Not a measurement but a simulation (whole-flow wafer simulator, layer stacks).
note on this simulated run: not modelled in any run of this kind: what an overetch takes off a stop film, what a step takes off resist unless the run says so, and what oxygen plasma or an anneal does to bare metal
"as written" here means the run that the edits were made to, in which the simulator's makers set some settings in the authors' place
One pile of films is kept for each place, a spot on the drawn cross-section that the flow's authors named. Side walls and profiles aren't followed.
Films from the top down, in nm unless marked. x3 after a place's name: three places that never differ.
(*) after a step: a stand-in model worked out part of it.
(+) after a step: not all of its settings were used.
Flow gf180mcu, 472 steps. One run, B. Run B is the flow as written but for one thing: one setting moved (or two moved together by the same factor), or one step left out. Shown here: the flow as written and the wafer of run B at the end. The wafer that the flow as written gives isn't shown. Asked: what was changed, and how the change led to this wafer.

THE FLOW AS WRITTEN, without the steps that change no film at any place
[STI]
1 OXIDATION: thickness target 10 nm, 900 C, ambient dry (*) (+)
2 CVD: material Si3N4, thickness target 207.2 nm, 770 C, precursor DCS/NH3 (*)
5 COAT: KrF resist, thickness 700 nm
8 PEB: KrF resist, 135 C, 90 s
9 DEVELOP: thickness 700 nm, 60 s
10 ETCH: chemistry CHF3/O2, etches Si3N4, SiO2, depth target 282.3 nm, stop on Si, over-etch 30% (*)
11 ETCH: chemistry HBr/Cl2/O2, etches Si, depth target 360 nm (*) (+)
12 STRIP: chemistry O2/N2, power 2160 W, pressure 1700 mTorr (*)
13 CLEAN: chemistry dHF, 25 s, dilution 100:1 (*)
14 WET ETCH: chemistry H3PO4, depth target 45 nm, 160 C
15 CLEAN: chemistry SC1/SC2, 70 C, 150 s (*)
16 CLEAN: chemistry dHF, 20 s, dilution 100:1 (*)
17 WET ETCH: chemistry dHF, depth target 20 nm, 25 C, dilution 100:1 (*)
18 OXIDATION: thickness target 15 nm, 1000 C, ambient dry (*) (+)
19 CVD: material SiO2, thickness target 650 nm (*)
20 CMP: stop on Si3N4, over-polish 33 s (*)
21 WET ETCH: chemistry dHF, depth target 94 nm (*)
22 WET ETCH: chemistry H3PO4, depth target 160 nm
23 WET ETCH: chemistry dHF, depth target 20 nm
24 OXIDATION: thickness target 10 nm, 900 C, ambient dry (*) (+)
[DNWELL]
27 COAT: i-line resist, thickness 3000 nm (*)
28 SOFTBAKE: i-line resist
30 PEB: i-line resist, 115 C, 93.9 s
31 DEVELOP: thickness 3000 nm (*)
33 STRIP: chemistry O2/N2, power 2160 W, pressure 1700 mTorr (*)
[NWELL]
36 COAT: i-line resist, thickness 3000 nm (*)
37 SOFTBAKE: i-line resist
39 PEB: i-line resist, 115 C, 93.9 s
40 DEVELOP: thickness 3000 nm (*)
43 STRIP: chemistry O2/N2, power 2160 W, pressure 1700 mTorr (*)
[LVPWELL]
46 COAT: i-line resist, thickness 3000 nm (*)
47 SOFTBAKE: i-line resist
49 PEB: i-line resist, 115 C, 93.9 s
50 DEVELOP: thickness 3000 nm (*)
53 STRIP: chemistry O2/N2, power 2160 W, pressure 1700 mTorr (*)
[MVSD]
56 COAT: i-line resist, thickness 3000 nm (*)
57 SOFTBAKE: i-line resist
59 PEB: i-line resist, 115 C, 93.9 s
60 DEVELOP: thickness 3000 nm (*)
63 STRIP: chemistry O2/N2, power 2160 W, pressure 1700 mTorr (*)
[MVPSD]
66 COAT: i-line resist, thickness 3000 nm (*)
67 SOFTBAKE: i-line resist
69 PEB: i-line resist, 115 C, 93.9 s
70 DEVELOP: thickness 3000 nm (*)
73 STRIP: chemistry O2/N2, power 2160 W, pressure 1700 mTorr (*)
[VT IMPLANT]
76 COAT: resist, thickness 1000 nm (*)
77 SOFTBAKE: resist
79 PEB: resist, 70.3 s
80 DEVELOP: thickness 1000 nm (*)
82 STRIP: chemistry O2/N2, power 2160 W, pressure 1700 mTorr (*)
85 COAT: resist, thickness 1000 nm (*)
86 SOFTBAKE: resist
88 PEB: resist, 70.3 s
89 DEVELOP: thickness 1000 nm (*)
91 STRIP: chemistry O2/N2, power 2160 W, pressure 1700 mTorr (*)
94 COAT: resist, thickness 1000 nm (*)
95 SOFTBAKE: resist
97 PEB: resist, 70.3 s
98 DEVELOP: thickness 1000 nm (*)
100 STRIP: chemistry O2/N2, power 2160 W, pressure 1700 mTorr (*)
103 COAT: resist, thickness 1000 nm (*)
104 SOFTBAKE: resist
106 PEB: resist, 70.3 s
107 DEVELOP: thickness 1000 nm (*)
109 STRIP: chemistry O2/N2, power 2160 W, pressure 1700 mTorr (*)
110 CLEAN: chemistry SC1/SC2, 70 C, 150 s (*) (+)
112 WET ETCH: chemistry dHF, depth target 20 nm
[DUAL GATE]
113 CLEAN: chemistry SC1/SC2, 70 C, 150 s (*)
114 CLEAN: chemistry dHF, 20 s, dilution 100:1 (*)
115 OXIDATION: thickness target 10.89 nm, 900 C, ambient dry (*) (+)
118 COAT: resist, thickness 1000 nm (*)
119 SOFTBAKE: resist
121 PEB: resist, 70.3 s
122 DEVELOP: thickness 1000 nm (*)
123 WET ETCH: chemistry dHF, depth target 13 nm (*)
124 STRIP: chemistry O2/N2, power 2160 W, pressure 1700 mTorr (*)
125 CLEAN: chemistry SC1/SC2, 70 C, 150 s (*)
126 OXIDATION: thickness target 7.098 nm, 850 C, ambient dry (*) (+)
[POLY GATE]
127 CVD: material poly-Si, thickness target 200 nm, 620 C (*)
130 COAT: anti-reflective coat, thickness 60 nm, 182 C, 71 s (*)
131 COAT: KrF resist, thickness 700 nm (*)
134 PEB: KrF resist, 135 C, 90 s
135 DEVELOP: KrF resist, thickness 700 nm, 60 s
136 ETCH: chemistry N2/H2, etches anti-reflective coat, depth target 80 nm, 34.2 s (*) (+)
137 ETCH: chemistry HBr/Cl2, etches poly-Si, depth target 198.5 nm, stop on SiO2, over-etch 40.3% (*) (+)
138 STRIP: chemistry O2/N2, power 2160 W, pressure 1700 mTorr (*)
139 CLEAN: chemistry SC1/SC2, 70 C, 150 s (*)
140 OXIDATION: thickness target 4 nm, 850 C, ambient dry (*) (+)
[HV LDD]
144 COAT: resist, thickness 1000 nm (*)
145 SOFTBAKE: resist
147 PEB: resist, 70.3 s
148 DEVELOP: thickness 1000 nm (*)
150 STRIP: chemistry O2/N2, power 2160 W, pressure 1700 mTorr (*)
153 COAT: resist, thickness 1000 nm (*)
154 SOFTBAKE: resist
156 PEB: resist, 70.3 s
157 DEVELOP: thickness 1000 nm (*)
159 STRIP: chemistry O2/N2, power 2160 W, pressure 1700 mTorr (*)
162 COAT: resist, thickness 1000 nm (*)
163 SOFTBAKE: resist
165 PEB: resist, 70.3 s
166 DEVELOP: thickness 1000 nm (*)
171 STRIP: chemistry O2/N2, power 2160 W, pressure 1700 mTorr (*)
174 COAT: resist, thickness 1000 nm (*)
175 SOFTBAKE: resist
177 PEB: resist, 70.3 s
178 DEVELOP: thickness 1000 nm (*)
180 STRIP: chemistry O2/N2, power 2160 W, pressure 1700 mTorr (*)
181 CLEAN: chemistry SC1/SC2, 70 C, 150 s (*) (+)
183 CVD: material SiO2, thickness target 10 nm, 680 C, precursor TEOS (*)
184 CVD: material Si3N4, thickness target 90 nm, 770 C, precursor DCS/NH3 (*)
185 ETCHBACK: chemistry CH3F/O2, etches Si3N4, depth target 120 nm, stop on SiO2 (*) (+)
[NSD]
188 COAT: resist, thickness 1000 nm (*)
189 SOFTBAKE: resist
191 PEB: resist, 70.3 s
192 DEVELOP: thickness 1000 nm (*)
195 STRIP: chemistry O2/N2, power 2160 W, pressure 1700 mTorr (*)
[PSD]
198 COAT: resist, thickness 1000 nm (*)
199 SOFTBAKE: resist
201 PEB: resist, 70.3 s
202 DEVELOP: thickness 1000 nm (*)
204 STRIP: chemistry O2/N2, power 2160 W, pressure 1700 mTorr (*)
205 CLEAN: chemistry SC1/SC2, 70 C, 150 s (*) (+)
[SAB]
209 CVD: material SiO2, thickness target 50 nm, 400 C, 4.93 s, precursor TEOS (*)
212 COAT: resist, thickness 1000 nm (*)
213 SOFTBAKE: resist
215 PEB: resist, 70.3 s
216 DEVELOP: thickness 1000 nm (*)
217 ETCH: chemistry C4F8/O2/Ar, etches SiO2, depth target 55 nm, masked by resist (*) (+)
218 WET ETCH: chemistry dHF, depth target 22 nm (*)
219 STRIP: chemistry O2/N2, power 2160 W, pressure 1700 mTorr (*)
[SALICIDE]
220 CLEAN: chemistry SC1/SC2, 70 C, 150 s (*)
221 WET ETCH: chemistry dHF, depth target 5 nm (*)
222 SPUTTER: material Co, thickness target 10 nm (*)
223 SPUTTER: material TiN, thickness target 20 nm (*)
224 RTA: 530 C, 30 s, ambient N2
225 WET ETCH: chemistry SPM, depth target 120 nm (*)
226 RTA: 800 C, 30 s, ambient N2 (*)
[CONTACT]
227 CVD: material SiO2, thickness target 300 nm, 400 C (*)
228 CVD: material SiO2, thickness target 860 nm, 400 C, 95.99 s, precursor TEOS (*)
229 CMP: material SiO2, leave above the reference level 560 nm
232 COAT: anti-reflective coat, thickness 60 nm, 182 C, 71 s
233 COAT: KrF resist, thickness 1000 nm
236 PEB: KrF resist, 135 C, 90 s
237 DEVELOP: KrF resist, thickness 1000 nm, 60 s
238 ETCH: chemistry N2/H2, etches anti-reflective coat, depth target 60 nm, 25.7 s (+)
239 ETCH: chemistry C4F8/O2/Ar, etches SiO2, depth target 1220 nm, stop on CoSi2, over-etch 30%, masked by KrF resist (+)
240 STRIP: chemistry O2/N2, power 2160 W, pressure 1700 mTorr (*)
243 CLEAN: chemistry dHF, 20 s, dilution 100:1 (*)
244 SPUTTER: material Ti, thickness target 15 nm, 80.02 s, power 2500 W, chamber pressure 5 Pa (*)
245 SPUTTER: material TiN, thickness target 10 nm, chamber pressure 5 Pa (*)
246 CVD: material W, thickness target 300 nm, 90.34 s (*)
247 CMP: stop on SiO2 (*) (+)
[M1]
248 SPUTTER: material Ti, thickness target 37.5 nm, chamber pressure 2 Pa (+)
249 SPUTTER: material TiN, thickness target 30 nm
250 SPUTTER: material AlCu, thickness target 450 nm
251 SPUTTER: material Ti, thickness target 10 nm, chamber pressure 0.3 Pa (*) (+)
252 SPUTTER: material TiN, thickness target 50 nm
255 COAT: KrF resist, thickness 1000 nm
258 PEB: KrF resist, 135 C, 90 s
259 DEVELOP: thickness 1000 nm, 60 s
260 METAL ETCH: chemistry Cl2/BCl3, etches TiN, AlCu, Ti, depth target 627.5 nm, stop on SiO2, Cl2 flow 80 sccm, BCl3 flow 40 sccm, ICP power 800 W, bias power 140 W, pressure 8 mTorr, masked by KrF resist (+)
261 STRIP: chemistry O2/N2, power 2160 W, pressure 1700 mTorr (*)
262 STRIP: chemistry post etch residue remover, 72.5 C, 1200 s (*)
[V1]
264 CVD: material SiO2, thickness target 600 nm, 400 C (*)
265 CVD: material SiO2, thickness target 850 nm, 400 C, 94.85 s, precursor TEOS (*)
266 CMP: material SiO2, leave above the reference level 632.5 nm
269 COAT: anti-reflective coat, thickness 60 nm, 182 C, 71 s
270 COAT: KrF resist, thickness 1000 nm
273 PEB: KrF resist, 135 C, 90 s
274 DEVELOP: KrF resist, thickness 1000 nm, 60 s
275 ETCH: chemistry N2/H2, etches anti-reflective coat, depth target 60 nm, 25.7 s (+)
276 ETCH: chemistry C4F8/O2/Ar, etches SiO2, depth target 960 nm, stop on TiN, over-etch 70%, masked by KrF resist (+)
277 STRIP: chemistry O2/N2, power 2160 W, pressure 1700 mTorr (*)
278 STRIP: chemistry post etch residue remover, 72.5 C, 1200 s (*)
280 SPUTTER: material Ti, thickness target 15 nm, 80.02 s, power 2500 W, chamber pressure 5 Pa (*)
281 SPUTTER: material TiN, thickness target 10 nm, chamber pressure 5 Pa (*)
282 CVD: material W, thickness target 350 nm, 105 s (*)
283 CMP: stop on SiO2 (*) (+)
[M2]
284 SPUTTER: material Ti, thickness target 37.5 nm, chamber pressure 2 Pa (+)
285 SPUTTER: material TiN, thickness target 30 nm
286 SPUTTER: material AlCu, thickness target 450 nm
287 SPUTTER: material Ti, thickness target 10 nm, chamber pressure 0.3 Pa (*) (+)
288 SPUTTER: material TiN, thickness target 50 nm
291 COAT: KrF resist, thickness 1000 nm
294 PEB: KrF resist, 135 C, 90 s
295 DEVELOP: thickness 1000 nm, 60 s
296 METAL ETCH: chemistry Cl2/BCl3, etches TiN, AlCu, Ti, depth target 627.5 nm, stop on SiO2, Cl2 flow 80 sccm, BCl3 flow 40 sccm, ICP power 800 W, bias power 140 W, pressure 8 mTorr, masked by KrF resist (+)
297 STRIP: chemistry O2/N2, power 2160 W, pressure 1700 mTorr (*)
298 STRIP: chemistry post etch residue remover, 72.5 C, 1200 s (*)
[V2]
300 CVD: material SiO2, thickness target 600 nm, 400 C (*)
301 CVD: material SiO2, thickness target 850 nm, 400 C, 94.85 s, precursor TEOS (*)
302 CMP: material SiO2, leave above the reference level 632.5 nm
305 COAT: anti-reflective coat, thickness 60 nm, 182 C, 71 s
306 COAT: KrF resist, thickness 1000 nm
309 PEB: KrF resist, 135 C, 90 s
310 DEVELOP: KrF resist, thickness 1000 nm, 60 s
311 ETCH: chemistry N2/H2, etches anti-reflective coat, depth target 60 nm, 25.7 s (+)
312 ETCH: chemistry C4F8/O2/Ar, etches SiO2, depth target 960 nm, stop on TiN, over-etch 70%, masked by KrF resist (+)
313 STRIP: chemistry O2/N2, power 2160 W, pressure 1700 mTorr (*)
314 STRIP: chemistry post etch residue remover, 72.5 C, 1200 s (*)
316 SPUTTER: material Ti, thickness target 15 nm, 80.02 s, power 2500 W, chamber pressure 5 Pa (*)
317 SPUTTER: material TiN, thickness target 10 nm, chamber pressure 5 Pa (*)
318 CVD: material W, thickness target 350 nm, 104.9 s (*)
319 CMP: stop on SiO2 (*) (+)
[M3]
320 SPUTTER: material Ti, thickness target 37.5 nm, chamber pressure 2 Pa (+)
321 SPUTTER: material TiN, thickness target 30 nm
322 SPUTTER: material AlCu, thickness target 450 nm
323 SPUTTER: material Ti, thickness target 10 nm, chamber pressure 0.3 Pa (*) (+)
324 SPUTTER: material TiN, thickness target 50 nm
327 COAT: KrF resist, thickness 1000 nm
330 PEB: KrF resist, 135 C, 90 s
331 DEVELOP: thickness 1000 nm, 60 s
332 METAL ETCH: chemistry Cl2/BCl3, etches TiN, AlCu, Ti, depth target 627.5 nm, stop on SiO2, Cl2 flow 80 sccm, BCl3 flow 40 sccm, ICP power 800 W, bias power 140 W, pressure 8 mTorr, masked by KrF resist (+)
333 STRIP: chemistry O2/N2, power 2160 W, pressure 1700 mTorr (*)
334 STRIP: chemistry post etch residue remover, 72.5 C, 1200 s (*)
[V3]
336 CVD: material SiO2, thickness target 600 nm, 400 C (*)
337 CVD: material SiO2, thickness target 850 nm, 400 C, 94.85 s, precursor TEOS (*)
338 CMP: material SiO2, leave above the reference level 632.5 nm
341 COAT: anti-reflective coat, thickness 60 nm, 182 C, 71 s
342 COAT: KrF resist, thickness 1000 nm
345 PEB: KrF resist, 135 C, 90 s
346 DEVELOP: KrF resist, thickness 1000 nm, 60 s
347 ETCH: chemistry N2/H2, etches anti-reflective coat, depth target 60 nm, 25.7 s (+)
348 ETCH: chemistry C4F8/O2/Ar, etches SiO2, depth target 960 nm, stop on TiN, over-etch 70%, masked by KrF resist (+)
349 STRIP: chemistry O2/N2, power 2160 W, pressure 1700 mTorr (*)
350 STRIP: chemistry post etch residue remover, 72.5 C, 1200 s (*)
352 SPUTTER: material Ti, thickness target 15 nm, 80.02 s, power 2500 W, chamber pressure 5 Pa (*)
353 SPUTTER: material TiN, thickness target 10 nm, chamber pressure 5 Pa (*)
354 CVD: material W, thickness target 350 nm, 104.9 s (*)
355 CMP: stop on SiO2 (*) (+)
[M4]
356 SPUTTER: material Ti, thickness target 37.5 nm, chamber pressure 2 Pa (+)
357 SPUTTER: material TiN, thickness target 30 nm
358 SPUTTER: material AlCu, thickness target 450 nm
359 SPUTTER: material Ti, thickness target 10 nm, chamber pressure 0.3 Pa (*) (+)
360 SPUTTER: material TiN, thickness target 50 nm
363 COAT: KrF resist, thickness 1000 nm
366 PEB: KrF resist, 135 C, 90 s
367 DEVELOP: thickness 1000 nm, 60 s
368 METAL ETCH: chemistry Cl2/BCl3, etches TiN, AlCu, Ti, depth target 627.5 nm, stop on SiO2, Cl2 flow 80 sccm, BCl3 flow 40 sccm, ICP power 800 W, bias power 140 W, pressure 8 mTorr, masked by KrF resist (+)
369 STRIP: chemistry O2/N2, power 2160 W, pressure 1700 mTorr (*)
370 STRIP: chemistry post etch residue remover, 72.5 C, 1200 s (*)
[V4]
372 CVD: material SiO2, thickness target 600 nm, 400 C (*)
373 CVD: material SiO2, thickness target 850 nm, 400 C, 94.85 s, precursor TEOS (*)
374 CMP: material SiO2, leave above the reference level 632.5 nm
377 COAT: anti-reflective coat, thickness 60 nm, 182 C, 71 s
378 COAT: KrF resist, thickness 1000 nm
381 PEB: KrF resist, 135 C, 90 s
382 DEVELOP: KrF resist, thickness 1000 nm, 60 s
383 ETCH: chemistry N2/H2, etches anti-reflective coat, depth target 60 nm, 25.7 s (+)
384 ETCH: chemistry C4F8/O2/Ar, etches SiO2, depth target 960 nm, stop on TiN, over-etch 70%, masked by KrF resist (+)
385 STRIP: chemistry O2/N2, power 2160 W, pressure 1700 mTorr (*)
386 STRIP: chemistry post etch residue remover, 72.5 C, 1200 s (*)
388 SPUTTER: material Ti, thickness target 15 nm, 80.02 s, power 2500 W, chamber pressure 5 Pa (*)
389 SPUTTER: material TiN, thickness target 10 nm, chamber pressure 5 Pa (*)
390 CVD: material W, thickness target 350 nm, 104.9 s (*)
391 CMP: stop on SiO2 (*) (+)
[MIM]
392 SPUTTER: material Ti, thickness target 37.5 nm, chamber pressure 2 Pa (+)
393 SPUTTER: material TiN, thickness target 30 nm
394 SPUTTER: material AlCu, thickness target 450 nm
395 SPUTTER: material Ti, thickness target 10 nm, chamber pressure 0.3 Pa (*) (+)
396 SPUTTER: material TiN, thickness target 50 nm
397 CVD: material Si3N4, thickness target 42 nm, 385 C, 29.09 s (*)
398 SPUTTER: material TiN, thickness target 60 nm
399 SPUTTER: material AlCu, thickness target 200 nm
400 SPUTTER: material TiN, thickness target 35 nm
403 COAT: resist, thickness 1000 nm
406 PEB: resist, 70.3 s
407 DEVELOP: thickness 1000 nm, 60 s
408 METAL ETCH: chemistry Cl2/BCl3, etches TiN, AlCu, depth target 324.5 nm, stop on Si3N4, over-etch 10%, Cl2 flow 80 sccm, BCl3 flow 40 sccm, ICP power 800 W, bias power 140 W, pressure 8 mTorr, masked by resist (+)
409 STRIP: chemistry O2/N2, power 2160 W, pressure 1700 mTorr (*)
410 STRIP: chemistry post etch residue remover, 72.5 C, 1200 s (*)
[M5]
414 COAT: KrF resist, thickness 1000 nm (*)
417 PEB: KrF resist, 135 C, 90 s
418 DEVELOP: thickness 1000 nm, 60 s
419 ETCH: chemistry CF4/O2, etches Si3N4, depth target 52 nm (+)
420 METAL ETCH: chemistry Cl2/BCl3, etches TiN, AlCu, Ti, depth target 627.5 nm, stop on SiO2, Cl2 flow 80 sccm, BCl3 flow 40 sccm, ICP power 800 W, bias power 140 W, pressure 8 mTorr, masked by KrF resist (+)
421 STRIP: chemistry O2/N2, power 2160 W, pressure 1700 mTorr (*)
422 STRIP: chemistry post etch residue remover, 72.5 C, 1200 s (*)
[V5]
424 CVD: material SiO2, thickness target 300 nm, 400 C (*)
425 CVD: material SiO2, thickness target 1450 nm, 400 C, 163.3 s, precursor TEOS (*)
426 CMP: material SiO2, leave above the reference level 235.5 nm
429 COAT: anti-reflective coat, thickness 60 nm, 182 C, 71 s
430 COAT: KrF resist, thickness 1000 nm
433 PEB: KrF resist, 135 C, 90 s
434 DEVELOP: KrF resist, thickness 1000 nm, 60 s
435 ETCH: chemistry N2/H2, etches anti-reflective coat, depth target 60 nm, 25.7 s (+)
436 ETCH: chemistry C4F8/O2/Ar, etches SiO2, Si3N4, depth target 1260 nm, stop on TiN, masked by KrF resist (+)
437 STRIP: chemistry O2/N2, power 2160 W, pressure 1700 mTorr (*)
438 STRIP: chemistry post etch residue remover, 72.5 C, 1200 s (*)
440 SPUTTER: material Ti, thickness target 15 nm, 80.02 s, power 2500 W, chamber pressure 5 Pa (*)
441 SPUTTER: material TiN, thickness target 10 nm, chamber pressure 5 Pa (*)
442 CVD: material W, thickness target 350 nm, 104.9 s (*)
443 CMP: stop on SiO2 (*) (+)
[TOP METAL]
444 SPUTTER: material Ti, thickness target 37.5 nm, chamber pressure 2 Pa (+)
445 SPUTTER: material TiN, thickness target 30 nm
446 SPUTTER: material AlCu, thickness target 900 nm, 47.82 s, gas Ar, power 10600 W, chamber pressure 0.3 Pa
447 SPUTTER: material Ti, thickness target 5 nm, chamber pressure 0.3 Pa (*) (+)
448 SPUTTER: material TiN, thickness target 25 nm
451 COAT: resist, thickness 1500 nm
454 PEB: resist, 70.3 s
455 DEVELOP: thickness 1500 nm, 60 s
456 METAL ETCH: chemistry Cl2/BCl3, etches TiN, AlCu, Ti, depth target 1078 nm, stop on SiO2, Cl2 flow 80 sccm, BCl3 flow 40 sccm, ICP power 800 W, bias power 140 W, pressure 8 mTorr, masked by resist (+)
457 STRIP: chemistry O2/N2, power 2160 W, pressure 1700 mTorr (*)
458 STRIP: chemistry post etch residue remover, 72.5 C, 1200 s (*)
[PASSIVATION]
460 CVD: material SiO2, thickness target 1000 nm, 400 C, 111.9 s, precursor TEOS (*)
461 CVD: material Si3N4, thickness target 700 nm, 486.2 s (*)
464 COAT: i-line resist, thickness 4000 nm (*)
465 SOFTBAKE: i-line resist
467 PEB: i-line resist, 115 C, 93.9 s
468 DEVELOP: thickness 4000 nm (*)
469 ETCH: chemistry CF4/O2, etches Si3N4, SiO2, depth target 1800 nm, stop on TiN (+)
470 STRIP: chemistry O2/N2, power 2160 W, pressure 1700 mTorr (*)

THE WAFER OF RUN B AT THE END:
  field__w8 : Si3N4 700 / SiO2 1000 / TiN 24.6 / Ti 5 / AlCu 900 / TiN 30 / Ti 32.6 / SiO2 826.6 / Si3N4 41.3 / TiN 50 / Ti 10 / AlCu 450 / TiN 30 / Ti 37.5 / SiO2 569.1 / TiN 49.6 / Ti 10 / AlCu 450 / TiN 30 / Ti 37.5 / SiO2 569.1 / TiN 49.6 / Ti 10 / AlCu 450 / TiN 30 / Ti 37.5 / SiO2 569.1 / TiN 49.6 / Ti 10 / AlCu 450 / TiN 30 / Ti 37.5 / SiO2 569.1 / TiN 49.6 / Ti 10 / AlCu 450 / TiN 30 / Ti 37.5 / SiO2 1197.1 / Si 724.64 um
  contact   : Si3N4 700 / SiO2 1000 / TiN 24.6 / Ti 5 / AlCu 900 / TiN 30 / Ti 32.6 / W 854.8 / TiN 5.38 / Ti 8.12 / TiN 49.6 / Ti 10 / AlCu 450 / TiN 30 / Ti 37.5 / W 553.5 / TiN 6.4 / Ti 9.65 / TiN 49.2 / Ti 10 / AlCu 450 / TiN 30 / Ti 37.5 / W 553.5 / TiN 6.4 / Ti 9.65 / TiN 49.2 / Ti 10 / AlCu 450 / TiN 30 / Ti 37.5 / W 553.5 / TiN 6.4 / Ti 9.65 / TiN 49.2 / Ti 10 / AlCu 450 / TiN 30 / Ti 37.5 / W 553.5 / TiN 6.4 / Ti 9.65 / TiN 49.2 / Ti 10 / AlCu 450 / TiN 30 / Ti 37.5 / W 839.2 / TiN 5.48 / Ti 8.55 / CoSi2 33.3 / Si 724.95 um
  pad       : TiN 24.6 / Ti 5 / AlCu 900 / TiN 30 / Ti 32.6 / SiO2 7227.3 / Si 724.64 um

The cause: step 444, SPUTTER: thickness target 32.6 nm was run, where the flow has thickness target 37.5 nm.
It can be read off the wafer: field__w8 has Ti 32.6, and step 444 as written asks for 37.5 nm.

How the change led to this, step by step:
  444 SPUTTER: material Ti, thickness target 37.5 nm, chamber pressure 2 Pa (+)
      field, field__w1, field__w2 and 109 more: Ti +32.6 (new film) (as written it would be: Ti +37.5 (new film))
  456 METAL ETCH: chemistry Cl2/BCl3, etches TiN, AlCu, Ti, depth target 1078 nm, stop on SiO2, Cl2 flow 80 sccm, BCl3 flow 40 sccm, ICP power 800 W, bias power 140 W, pressure 8 mTorr, masked by resist (+)
      field, field__w1, field__w2 and 103 more: TiN -25 (all of it), Ti -5 (all of it), AlCu -900 (all of it), TiN -30 (all of it), Ti -32.6 (all of it) (as written it would be: TiN -25 (all of it), Ti -5 (all of it), AlCu -900 (all of it), TiN -30 (all of it), Ti -37.5 (all of it))
